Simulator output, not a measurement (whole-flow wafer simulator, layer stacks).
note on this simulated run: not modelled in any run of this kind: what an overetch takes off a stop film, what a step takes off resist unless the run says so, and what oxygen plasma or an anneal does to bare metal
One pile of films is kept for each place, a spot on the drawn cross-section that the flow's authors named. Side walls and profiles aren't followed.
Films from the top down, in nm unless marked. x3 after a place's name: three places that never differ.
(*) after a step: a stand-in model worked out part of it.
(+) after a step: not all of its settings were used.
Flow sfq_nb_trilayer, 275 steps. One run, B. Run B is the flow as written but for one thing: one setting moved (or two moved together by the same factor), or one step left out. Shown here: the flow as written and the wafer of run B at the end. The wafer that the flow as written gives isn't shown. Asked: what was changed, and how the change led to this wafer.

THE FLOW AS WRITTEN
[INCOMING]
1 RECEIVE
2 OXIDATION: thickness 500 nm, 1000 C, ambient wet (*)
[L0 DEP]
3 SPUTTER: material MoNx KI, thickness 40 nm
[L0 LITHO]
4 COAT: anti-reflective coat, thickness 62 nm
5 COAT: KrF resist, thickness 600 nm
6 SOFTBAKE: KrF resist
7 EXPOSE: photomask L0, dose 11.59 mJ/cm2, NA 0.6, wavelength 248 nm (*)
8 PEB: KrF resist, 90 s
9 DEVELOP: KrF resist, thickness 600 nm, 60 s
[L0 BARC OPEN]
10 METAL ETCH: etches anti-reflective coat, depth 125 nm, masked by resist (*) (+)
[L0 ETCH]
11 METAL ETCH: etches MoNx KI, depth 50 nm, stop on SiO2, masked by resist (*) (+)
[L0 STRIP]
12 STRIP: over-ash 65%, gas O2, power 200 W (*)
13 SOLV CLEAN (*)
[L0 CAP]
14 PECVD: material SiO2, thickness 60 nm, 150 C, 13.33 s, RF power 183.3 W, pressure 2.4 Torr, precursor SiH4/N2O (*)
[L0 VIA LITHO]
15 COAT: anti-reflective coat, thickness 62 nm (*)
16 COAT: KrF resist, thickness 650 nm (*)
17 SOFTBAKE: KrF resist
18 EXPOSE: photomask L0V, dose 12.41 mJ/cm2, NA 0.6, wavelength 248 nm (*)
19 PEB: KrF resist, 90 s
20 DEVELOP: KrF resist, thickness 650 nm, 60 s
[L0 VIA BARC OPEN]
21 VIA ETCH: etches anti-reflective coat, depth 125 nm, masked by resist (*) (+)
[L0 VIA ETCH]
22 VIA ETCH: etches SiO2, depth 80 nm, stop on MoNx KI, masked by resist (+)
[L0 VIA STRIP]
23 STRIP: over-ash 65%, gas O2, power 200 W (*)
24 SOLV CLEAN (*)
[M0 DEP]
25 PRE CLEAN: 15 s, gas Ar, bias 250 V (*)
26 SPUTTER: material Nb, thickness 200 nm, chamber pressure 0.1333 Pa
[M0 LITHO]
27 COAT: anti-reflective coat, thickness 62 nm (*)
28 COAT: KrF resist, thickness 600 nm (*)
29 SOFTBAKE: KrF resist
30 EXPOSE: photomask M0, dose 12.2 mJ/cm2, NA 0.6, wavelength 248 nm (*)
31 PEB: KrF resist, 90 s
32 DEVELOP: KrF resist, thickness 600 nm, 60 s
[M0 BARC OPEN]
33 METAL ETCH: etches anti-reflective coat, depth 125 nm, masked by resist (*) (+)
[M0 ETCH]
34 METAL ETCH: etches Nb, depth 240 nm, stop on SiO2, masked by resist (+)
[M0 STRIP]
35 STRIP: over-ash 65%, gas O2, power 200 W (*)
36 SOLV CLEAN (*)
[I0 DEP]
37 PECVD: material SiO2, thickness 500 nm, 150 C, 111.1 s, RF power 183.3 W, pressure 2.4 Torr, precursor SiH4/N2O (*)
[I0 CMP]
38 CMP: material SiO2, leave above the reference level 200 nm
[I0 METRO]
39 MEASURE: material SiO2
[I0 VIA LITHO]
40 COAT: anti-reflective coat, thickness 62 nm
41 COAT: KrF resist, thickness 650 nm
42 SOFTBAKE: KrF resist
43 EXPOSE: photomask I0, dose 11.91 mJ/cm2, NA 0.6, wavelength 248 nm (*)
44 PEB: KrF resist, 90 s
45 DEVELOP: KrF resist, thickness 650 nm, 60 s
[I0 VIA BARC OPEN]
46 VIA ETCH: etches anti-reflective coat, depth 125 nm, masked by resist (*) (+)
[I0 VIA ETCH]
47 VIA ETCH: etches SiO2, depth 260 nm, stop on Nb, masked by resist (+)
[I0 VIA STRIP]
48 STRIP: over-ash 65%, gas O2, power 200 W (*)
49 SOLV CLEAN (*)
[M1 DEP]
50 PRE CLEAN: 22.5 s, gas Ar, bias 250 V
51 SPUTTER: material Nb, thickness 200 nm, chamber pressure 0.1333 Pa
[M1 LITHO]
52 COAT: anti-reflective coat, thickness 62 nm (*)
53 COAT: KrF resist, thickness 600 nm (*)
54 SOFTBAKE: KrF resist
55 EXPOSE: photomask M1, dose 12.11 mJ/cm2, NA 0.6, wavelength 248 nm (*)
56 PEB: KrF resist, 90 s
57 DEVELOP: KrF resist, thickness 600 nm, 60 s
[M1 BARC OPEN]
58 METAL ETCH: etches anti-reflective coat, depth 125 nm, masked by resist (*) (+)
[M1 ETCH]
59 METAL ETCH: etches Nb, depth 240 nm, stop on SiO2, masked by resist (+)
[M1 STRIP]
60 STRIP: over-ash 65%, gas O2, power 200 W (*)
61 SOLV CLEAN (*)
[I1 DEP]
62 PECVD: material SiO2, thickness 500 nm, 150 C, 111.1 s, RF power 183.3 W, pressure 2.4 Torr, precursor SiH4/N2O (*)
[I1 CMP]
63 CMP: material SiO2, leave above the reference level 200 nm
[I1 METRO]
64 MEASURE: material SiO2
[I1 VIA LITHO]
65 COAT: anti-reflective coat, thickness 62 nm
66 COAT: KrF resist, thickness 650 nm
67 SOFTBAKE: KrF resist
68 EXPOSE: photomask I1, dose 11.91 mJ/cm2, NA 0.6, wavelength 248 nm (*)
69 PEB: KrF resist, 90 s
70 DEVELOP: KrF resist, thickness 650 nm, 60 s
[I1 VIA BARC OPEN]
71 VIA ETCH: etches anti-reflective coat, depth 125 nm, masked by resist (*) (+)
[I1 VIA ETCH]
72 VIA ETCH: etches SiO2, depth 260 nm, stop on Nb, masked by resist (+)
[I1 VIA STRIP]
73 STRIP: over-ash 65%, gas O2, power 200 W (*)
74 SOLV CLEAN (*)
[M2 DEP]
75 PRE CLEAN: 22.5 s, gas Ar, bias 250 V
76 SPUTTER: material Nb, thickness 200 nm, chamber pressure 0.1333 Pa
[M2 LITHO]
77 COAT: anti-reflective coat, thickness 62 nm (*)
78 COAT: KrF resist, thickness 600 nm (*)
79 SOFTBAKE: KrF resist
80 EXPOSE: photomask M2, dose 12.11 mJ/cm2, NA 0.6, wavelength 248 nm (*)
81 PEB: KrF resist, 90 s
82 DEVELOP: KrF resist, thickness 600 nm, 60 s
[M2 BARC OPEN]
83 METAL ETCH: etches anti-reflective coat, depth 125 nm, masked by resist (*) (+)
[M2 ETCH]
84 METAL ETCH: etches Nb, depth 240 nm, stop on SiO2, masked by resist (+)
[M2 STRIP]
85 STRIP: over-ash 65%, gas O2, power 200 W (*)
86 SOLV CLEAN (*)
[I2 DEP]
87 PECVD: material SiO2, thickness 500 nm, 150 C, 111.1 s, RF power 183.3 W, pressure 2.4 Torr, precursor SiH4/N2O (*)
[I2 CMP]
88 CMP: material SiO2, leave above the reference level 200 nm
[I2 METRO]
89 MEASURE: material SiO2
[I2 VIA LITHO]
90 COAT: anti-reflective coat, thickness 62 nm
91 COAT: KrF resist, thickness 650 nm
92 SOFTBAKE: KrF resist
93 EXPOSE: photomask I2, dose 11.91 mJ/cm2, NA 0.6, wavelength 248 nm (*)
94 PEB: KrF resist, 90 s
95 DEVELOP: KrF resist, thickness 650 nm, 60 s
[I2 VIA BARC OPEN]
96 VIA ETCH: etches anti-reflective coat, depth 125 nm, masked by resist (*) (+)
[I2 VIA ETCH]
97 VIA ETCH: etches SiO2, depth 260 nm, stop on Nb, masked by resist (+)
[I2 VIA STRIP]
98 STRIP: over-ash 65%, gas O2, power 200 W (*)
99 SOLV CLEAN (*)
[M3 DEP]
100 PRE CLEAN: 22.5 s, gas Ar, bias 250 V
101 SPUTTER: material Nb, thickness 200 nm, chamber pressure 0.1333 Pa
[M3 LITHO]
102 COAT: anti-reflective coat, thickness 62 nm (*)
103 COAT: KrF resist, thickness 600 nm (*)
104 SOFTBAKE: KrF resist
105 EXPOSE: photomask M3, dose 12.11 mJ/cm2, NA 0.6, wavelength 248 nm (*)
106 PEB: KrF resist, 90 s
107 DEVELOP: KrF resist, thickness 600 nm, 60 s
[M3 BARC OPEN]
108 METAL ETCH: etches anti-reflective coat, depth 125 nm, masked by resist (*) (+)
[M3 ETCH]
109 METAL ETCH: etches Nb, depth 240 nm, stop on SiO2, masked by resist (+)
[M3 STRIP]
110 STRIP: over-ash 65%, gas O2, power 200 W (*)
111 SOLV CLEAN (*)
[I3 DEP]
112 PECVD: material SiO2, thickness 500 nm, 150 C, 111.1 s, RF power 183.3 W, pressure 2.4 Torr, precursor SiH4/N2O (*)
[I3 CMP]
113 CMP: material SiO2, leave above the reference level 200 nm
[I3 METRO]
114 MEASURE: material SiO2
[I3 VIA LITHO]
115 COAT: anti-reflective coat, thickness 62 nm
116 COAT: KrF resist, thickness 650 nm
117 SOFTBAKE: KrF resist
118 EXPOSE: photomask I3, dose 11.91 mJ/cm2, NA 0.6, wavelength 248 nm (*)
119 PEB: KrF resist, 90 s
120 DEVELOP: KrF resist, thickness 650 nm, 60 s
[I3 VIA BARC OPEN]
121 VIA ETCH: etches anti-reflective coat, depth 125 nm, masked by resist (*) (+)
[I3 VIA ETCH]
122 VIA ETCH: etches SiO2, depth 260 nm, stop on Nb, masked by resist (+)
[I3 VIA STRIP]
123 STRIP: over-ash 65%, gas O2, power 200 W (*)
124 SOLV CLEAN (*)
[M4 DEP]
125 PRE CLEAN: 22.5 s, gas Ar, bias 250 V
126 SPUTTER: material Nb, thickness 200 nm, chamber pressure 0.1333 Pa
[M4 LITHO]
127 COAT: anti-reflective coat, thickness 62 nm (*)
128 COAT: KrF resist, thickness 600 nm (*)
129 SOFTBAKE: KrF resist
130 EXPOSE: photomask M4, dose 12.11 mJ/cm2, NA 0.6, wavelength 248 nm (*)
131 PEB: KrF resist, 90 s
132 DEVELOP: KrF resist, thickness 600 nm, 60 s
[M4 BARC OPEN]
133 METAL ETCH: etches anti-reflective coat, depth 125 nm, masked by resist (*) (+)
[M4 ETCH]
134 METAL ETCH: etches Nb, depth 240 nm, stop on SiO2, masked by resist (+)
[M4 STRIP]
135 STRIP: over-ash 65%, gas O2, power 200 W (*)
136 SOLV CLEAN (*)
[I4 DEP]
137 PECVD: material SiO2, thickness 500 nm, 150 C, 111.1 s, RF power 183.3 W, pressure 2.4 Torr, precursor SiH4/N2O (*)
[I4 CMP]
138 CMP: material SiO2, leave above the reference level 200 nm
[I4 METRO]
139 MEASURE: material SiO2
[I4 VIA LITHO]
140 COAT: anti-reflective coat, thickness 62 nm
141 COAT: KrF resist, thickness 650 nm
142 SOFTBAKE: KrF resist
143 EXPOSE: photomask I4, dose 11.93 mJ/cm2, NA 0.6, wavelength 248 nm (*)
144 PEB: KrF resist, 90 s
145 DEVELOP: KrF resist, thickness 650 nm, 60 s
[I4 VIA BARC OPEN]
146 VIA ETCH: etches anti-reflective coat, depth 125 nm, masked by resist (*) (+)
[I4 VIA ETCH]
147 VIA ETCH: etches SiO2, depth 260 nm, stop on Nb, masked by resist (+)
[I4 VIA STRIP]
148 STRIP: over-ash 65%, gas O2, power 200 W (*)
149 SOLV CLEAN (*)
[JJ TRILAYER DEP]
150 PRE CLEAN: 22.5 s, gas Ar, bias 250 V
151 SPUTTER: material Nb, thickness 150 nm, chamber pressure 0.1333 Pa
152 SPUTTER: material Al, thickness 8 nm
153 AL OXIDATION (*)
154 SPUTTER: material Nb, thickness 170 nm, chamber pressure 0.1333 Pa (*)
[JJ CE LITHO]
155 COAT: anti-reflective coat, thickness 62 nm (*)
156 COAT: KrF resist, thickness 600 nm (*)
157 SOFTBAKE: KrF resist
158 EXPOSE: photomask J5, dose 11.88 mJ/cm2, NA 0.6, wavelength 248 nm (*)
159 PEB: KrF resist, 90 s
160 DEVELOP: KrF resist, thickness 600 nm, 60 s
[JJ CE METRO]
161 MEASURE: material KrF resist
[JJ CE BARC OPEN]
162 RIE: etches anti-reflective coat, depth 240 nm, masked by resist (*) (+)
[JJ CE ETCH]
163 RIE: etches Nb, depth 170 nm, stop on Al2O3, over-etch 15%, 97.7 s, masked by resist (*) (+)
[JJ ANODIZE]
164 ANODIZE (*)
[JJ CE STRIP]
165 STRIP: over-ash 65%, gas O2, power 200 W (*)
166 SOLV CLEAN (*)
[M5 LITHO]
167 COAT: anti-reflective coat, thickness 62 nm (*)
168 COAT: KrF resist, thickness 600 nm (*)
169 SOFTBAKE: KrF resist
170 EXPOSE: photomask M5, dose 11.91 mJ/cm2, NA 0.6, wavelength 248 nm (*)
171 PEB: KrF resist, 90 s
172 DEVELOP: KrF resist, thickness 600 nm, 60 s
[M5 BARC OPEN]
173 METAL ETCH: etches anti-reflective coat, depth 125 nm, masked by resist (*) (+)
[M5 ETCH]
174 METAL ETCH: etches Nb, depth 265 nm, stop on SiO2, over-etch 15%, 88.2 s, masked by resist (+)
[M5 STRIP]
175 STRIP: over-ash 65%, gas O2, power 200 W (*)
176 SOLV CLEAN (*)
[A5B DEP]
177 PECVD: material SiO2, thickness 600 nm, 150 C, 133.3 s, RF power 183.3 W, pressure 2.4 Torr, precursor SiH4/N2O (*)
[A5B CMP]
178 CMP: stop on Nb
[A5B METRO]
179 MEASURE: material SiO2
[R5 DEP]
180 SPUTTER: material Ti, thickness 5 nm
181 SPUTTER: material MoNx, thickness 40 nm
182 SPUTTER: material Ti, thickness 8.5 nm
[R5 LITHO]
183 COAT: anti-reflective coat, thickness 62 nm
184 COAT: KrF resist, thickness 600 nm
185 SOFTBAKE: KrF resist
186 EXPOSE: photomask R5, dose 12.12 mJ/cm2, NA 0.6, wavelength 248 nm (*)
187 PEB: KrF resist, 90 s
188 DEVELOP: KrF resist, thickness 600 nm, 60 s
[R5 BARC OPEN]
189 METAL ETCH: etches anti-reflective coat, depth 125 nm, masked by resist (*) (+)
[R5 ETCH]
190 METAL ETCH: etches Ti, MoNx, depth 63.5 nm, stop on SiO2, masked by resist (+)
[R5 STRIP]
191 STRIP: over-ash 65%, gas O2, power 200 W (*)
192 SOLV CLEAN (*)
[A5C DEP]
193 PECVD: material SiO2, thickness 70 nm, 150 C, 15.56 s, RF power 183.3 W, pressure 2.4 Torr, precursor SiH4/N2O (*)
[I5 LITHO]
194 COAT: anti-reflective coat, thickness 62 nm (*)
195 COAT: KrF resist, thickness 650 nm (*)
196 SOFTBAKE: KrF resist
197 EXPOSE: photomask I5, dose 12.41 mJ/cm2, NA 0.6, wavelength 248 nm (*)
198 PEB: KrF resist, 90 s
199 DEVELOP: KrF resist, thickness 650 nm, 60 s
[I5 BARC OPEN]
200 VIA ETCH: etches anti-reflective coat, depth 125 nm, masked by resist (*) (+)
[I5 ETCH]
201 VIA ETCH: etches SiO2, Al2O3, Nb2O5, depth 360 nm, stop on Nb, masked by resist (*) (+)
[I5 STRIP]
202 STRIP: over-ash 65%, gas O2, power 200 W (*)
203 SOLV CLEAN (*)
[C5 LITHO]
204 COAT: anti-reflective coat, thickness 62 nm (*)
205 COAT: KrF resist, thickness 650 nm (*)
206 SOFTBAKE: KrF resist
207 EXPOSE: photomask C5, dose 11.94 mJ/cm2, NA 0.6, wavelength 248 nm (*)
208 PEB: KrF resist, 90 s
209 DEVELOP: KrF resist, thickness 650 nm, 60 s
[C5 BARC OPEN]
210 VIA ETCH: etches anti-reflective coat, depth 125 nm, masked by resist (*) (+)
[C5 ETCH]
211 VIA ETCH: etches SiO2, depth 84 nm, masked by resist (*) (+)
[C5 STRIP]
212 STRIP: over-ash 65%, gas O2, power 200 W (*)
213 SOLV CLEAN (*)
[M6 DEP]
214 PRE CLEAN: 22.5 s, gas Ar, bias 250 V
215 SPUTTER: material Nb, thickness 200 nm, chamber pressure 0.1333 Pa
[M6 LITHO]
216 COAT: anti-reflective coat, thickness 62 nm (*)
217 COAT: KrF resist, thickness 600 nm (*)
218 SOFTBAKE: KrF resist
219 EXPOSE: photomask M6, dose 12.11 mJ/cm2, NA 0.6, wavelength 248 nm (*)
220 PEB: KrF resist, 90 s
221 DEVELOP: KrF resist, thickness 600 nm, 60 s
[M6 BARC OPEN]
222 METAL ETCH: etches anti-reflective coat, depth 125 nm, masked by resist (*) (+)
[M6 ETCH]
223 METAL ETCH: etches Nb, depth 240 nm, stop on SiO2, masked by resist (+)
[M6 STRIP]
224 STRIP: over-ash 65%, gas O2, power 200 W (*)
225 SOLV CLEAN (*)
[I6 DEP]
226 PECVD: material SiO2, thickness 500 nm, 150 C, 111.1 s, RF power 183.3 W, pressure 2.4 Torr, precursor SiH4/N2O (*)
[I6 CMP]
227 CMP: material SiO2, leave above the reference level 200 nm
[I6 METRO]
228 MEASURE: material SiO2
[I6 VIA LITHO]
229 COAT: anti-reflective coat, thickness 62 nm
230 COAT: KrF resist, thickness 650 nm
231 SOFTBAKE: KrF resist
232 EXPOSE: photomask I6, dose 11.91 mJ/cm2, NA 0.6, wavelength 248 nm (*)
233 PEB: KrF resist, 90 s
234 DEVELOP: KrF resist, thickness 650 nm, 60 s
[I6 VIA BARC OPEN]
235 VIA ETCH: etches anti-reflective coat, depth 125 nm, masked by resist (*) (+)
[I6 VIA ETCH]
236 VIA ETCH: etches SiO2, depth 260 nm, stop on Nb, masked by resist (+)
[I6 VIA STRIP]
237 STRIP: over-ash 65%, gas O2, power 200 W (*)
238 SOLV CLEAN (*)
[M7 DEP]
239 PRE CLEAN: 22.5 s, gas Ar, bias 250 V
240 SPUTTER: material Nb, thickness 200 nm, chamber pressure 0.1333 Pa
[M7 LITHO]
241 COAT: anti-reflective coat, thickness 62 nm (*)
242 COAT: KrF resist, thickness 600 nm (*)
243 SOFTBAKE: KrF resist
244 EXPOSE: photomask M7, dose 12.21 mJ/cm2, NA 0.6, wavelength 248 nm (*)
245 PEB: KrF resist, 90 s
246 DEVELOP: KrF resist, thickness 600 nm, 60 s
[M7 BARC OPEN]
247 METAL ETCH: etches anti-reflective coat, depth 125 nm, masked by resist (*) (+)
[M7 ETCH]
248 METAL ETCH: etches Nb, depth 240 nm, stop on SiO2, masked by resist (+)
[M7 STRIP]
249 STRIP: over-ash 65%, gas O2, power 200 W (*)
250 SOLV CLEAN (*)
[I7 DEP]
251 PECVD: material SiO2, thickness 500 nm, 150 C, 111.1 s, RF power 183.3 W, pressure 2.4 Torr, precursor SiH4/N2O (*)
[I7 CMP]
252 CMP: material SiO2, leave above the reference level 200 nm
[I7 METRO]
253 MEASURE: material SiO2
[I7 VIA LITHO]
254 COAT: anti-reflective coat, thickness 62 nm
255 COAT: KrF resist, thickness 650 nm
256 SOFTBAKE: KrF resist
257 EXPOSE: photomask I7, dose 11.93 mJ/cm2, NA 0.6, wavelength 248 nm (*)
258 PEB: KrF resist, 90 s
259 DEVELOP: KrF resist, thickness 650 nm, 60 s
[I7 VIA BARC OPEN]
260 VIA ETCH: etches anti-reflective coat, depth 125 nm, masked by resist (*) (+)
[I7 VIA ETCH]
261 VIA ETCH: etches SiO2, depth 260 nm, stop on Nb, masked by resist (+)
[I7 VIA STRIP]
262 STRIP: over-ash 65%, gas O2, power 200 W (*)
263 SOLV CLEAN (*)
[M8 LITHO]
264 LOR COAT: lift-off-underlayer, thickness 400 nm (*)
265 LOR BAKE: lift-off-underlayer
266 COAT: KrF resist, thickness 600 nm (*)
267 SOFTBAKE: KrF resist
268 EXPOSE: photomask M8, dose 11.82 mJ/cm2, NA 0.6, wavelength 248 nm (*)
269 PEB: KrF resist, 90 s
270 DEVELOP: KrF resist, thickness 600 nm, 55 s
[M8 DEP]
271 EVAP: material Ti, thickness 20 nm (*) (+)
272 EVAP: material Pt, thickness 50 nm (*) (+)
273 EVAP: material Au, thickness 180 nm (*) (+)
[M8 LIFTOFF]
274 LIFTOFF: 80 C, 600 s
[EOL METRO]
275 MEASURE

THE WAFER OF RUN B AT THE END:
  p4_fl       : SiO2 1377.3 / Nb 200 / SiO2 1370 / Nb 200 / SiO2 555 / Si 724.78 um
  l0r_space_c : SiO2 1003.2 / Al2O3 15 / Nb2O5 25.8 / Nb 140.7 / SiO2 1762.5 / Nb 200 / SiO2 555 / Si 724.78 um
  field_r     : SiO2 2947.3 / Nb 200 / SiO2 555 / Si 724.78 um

The cause: step 152, SPUTTER: thickness 9.4 nm was run, where the flow has thickness 8 nm.

How the change led to this, step by step:
  152 SPUTTER: material Al, thickness 8 nm
      field_l, v_sur, via_sp and 100 more: Al +9.4 (new film) (as written it would be: Al +8 (new film))
      via_wl, via_wr: Al +6.04 (new film) (as written it would be: Al +5.14 (new film))
      (and at 1 more place)
  164 ANODIZE (*)
      field_l, v_sur, via_sp and 96 more: Al2O3 +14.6, Nb2O5 +25.8 (new film), Al -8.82 (all of it), Nb -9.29 (as written it would be: Al2O3 +12.2, Nb2O5 +29.9 (new film), Al -7.42 (all of it), Nb -10.8)
      via_wl, via_wr: Al2O3 +9 (new film), Nb2O5 +36.5 (new film), Al -5.46 (all of it), Nb -13.1 (as written it would be: Al2O3 +7.52 (new film), Nb2O5 +39.2 (new film), Al -4.56 (all of it), Nb -14.1)
      (and at 1 more place)
  167 COAT: anti-reflective coat, thickness 62 nm (*)
      ce_r: anti-reflective coat +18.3 (new film) (as written it would be: anti-reflective coat +19.7 (new film))
  174 METAL ETCH: etches Nb, depth 265 nm, stop on SiO2, over-etch 15%, 88.2 s, masked by resist (+)
      field_l, r_sur, res and 50 more: Al2O3 -14.9 (all of it), Nb2O5 -25.8 (all of it), Nb -140.7 (all of it), SiO2 -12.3 (as written it would be: Al2O3 -12.6 (all of it), Nb2O5 -29.9 (all of it), Nb -139.2 (all of it), SiO2 -12.3)
  175 STRIP: over-ash 65%, gas O2, power 200 W (*)
      ce_r: KrF resist -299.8 (all of it), anti-reflective coat -18.3 (all of it) (as written it would be: KrF resist -299.9 (all of it), anti-reflective coat -19.7 (all of it))
  201 VIA ETCH: etches SiO2, Al2O3, Nb2O5, depth 360 nm, stop on Nb, masked by resist (*) (+)
      be: SiO2 -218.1 (all of it), Al2O3 -15 (all of it), Nb2O5 -25.8 (all of it) (as written it would be: SiO2 -216.4 (all of it), Al2O3 -12.7 (all of it), Nb2O5 -29.9 (all of it))
